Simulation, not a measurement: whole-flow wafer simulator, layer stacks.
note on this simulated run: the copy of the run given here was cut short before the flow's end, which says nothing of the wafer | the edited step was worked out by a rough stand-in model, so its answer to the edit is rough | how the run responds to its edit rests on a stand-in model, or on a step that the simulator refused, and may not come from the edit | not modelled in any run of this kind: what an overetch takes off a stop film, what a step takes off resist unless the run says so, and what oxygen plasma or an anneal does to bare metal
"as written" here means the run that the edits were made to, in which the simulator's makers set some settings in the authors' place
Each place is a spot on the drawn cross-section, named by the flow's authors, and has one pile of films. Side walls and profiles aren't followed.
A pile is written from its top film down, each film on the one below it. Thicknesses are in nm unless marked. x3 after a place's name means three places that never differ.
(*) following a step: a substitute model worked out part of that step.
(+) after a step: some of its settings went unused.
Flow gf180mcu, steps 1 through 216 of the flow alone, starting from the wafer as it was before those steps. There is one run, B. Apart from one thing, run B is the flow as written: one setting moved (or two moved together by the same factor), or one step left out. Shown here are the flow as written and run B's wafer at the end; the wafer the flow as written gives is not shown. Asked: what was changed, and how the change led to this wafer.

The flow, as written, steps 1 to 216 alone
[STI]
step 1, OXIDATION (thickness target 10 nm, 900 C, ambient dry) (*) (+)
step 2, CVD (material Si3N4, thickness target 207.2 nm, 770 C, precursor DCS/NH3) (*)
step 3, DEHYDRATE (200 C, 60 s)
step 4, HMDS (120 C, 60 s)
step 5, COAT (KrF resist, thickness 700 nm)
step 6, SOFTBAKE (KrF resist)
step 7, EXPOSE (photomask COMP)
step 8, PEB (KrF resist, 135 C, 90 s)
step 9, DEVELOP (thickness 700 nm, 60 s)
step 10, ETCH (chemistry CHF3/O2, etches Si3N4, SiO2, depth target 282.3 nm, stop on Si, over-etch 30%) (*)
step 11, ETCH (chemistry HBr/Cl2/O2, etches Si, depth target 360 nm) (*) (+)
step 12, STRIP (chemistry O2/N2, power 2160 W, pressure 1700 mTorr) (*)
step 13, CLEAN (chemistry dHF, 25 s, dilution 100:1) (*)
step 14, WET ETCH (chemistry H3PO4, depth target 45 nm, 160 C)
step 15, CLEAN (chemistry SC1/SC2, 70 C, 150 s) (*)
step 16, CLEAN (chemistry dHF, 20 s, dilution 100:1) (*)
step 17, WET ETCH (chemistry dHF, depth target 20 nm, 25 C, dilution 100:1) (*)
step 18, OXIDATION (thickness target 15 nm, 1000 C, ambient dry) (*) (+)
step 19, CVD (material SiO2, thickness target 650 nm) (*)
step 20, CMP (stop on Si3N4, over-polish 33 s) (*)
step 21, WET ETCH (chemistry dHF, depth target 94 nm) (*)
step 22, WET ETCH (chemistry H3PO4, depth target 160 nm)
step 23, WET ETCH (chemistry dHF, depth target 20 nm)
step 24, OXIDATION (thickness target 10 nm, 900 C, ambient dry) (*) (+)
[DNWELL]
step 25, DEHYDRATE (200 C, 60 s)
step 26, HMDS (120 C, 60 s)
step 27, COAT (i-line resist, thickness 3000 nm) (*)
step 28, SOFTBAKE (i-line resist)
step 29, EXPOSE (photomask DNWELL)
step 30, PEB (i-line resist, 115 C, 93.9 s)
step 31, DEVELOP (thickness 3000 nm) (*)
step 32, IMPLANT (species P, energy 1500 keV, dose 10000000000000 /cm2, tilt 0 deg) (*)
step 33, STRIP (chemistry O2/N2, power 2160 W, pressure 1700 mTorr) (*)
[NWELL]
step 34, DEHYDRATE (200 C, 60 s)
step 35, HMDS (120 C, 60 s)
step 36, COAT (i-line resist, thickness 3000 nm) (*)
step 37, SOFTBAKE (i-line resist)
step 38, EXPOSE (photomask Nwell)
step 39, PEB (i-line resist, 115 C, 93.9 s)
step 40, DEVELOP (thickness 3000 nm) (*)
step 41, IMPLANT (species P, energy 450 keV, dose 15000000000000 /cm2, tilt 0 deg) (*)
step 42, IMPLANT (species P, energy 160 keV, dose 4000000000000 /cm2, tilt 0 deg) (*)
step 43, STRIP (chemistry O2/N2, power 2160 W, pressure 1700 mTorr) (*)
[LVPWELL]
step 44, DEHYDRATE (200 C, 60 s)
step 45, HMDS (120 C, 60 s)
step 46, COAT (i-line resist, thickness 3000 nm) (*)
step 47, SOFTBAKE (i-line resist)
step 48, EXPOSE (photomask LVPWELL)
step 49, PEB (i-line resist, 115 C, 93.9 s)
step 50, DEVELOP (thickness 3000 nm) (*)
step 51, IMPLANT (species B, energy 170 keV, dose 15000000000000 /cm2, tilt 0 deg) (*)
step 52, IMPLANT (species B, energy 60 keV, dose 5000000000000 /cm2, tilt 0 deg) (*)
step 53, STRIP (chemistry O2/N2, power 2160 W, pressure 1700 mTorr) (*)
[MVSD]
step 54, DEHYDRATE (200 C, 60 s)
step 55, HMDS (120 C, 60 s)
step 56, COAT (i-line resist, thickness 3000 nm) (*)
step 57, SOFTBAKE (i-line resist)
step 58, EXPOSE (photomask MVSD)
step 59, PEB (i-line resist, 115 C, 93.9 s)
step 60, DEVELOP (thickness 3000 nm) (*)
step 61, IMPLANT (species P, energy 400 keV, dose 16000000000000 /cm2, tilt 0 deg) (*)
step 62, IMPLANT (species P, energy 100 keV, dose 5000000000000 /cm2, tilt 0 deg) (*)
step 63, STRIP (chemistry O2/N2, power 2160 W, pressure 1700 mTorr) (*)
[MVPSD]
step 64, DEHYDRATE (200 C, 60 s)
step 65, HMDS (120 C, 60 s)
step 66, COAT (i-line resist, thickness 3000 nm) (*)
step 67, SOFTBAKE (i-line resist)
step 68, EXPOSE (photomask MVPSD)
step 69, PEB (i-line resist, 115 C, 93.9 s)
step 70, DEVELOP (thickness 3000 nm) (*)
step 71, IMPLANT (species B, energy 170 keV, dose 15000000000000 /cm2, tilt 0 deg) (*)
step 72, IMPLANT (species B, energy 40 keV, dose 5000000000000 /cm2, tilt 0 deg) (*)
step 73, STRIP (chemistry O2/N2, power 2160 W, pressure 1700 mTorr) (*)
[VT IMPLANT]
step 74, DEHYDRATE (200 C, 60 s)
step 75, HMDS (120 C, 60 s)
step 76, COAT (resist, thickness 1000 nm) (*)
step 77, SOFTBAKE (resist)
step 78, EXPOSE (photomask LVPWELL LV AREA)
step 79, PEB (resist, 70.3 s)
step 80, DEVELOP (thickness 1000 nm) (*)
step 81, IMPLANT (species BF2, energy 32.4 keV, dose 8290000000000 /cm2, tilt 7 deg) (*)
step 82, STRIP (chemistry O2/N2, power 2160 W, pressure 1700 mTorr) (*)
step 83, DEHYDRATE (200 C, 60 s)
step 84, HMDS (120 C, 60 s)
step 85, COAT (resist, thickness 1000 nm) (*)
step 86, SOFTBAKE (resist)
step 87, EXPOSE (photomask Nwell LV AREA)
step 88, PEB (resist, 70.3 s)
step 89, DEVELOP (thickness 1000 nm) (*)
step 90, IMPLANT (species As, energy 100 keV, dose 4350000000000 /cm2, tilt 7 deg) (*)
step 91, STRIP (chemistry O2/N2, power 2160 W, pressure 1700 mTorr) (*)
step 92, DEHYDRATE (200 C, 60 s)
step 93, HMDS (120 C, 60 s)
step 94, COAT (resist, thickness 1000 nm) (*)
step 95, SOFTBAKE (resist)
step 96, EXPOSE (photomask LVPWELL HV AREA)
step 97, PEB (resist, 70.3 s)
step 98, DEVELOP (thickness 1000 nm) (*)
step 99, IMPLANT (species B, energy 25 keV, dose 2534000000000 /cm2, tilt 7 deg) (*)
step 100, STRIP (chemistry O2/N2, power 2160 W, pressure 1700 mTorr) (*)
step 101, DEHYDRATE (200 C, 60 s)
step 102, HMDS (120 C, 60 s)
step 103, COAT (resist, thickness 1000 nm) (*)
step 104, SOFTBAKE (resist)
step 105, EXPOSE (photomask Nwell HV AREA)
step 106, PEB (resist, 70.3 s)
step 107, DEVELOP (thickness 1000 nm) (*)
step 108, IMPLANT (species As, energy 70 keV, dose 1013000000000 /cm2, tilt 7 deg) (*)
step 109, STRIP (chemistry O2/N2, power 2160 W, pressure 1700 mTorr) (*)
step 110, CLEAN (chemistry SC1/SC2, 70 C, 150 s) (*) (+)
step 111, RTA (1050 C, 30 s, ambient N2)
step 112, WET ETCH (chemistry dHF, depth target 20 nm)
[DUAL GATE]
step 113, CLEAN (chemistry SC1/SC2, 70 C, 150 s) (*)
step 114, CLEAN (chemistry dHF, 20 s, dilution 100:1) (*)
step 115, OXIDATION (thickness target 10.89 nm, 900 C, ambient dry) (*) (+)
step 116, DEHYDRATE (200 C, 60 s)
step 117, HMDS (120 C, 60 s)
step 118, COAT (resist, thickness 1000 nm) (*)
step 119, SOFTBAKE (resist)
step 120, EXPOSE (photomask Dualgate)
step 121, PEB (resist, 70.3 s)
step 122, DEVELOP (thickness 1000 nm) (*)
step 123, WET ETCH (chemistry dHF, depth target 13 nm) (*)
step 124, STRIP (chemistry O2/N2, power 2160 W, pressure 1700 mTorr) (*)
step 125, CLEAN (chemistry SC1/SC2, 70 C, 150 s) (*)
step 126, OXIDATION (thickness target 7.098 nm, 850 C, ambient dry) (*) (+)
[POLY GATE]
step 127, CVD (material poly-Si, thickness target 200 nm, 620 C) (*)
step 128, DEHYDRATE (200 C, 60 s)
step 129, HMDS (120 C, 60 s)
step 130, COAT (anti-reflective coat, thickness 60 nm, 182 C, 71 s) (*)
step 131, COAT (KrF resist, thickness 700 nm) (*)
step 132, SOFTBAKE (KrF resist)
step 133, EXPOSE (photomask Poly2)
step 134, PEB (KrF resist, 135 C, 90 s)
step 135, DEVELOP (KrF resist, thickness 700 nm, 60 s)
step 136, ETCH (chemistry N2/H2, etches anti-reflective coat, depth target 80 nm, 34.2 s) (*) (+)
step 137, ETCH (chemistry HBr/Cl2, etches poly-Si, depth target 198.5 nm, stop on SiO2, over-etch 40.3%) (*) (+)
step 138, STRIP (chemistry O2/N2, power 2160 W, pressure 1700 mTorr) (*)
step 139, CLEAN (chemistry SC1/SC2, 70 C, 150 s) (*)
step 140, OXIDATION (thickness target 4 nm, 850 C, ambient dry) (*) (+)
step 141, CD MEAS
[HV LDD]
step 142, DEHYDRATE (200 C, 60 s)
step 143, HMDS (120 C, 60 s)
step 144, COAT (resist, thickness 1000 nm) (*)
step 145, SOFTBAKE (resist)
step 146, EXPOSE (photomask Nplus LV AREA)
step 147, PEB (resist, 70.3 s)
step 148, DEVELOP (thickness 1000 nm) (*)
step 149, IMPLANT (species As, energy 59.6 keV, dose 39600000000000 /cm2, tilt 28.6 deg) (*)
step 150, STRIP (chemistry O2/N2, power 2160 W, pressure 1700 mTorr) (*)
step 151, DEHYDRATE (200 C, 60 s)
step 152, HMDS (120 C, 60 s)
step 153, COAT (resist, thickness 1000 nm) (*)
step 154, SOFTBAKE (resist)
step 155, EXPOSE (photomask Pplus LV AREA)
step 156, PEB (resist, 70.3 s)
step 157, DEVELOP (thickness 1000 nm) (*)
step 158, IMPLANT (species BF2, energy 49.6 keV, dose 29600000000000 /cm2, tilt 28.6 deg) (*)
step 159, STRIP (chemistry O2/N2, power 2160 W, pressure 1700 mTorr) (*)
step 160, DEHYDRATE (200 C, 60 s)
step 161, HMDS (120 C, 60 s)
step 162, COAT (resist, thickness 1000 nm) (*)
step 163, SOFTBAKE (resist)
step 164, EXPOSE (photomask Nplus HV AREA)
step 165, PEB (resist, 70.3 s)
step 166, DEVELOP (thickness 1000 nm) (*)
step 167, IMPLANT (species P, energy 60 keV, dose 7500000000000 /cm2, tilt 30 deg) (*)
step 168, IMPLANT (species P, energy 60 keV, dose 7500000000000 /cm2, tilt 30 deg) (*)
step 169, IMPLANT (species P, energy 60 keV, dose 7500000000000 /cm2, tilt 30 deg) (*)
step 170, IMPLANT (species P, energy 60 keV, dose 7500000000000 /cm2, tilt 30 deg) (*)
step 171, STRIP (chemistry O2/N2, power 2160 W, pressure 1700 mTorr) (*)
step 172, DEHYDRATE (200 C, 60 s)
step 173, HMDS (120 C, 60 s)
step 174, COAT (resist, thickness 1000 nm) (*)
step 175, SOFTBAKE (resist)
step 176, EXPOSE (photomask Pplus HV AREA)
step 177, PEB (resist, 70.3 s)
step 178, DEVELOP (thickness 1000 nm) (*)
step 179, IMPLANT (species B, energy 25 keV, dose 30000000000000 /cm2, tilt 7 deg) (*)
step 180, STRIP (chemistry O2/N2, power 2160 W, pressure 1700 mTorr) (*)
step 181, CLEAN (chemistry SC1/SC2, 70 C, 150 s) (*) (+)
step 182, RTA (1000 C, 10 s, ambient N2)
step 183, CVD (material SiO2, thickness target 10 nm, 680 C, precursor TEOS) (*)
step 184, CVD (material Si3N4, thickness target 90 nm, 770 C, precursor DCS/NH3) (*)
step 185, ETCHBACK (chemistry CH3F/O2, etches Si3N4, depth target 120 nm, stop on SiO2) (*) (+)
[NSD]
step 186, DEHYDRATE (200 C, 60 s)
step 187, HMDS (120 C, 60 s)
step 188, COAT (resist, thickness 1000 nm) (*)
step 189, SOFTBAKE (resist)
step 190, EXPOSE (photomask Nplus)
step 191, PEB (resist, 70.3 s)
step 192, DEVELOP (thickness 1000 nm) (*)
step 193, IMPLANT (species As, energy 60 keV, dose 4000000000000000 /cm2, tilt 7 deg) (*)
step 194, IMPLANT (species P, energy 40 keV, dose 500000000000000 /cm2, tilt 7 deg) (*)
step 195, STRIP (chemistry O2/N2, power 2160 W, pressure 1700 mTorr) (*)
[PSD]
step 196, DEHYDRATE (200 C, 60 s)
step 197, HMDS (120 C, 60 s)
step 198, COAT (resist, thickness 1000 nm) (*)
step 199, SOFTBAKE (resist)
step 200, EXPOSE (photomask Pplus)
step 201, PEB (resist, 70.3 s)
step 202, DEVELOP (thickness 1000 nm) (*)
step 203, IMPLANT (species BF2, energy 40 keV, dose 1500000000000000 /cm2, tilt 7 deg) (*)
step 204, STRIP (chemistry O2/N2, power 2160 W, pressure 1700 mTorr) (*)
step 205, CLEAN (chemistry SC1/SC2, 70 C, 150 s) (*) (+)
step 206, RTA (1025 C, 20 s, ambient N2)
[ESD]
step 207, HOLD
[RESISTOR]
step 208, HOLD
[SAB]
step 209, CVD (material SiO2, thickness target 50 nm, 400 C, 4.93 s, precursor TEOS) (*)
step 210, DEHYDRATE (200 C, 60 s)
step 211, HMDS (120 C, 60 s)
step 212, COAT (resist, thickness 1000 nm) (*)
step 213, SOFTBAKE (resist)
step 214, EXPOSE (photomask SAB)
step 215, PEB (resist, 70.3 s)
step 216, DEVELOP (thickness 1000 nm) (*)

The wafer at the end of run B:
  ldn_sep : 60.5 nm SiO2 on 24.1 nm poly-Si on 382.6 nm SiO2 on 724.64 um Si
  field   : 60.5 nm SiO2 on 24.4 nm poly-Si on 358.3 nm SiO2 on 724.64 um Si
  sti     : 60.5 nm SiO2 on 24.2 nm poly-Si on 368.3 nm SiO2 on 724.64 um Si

The reason: step 127, CVD: thickness target 306 nm was run, whereas the flow has thickness target 200 nm.

How this came from the change, step by step:
  step 127, CVD (material poly-Si, thickness target 200 nm, 620 C) (*)
      field, field__w1, field__w2 and 89 more: poly-Si gains 306 (new film) (in the flow as written it would be: poly-Si gains 200 (new film))
  step 137, ETCH (chemistry HBr/Cl2, etches poly-Si, depth target 198.5 nm, stop on SiO2, over-etch 40.3%) (*) (+)
      field__w3, field__w12, field_sub and 14 more: poly-Si loses 278.5 (in the flow as written it would be: poly-Si loses 199 (all of it), SiO2 loses 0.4)
      field__w6, sti, m1 and 11 more: poly-Si loses 278.5 (in the flow as written it would be: poly-Si loses 198.8 (all of it), SiO2 loses 0.4)
      (and at 33 other places as well)
  step 138, STRIP (chemistry O2/N2, power 2160 W, pressure 1700 mTorr) (*)
      field, field__w1, field__w2 and 61 more: chemical SiO2 gains 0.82 (new film), poly-Si loses 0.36 (in the flow as written it would be: nothing)
  step 139, CLEAN (chemistry SC1/SC2, 70 C, 150 s) (*)
      field, field__w1, field__w2 and 34 more: chemical SiO2 loses 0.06, poly-Si loses 0.27 (in the flow as written it would be: SiO2 loses 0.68)
  step 140, OXIDATION (thickness target 4 nm, 850 C, ambient dry) (*) (+)
      field, field__w1, field__w2 and 21 more: SiO2 gains 4 (new film), chemical SiO2 loses 0.76 (all of it), poly-Si loses 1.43 (in the flow as written it would be: SiO2 gains 0.15, Si loses 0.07)
      active_hv, active_nat, ld_sd_n and 11 more: SiO2 gains 4 (new film), chemical SiO2 loses 0.76 (all of it), poly-Si loses 1.43 (in the flow as written it would be: SiO2 gains 0.96, Si loses 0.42)
      (and at 26 other places as well)
  step 144, COAT (resist, thickness 1000 nm) (*)
      polyc_n, polyc_p: resist gains 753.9 (new film) (in the flow as written it would be: resist gains 817.8 (new film))
      field_sub__w4: resist gains 1070.5 (new film) (in the flow as written it would be: resist gains 1047.7 (new film))
      (and at 30 other places as well)
  step 145, SOFTBAKE (resist)
      active_hv: resist loses 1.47 (in the flow as written it would be: resist gains 0.44)
      nw_enc_fld_lv__w3: resist loses 1.65 (in the flow as written it would be: resist gains 2.63)
      (and at 73 other places as well)
  step 147, PEB (resist, 70.3 s)
      polyc_n, polyc_n_rim, polyc_p, polyc_p_rim: resist loses 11 (in the flow as written it would be: resist loses 12.2)
      ldn_ch, ldn_acc, ldp_ch, ldp_acc: resist loses 11.9 (in the flow as written it would be: resist loses 13)
      (and at 27 other places as well)
  step 148, DEVELOP (thickness 1000 nm) (*)
      gate: resist loses 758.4 (all of it) (in the flow as written it would be: resist loses 822.7 (all of it))
      npoly_u: resist loses 759.2 (all of it) (in the flow as written it would be: resist loses 821.5 (all of it))
      (and at 3 other places as well)
  step 150, STRIP (chemistry O2/N2, power 2160 W, pressure 1700 mTorr) (*)
      field_sub__w4: resist loses 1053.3 (all of it) (in the flow as written it would be: resist loses 1030.9 (all of it))
      gate_hv: resist loses 763.6 (all of it) (in the flow as written it would be: resist loses 824.2 (all of it))
      (and at 25 other places as well)
  step 153, COAT (resist, thickness 1000 nm) (*)
      polyc_n, polyc_p: resist gains 753.9 (new film) (in the flow as written it would be: resist gains 817.8 (new film))
      field_sub__w4: resist gains 1070.5 (new film) (in the flow as written it would be: resist gains 1047.7 (new film))
      (and at 30 other places as well)
  step 154, SOFTBAKE (resist)
      active_hv: resist loses 1.47 (in the flow as written it would be: resist gains 0.44)
      nw_enc_fld_lv__w3: resist loses 1.65 (in the flow as written it would be: resist gains 2.63)
      (and at 73 other places as well)
  step 156, PEB (resist, 70.3 s)
      polyc_n, polyc_n_rim, polyc_p, polyc_p_rim: resist loses 11 (in the flow as written it would be: resist loses 12.2)
      ldn_ch, ldn_acc, ldp_ch, ldp_acc: resist loses 11.9 (in the flow as written it would be: resist loses 13)
      (and at 27 other places as well)
  step 157, DEVELOP (thickness 1000 nm) (*)
      gate_p: resist loses 765.8 (all of it) (in the flow as written it would be: resist loses 828.7 (all of it))
      ppoly_u: resist loses 767 (all of it) (in the flow as written it would be: resist loses 827 (all of it))
      (and at 3 other places as well)
  step 159, STRIP (chemistry O2/N2, power 2160 W, pressure 1700 mTorr) (*)
      field_sub__w4: resist loses 1053.3 (all of it) (in the flow as written it would be: resist loses 1030.9 (all of it))
      gate: resist loses 758.4 (all of it) (in the flow as written it would be: resist loses 822.7 (all of it))
      (and at 25 other places as well)
  step 162, COAT (resist, thickness 1000 nm) (*)
      polyc_n, polyc_p: resist gains 753.9 (new film) (in the flow as written it would be: resist gains 817.8 (new film))
      field_sub__w4: resist gains 1070.5 (new film) (in the flow as written it would be: resist gains 1047.7 (new film))
      (and at 30 other places as well)
  ... another 23 steps ...
  step 216, DEVELOP (thickness 1000 nm) (*)
      field__w3, field__w12: resist loses 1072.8 (all of it) (in the flow as written it would be: resist loses 1049.4 (all of it))
      field__w2: resist loses 1059 (all of it) (in the flow as written it would be: resist loses 1035.2 (all of it))
      (and at 43 other places as well)
